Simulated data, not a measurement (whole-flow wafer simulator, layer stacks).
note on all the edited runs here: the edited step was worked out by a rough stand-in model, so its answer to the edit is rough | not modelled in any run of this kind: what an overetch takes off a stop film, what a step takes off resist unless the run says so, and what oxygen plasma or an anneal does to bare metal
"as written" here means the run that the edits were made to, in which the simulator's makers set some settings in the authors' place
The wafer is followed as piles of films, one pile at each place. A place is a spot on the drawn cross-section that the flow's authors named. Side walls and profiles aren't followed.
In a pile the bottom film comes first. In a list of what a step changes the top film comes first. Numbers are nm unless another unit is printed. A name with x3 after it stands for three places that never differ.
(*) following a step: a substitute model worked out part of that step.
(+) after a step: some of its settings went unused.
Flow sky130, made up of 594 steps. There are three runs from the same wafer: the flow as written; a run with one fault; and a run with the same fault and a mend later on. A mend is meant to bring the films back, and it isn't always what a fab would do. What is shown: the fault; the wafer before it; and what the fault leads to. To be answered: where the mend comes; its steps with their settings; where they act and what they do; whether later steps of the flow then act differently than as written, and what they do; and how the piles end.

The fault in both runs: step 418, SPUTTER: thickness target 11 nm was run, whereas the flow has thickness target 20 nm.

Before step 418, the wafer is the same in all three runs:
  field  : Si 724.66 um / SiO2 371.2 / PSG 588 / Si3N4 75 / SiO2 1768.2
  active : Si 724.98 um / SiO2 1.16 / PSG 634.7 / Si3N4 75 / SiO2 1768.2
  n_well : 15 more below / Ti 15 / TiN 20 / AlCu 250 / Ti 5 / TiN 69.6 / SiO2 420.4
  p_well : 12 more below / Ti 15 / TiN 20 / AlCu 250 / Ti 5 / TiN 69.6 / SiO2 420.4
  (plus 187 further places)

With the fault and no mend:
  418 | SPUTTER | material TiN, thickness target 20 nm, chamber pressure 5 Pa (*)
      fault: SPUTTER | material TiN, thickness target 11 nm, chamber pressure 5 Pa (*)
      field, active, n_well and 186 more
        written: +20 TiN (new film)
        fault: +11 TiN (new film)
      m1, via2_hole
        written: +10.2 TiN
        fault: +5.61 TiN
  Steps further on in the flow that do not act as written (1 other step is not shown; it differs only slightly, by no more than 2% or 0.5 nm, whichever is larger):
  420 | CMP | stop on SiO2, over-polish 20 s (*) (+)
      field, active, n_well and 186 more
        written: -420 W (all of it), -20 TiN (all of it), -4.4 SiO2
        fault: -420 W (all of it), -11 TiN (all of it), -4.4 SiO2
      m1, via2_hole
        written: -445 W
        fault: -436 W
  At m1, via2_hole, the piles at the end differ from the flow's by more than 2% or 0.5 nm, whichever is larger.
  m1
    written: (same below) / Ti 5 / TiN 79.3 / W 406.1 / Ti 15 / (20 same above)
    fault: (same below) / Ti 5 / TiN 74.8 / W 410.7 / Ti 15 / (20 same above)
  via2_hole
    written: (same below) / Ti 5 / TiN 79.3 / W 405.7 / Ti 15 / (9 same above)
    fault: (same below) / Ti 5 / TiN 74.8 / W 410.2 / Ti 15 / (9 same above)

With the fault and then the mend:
  The mend stands after step 418.
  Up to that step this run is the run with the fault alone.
  418a | SPUTTER | material TiN, thickness target 9 nm, chamber pressure 5 Pa (*) (the flow's step 418, run once more with other settings)
      field, active, n_well and 186 more
        +9 TiN
      m1
        +4.56 TiN
      via2_hole
        +4.53 TiN
  Every later step of the flow that is run acts as written at every place that is followed.
  By the end, the piles equal the flow's at every place that both follow.
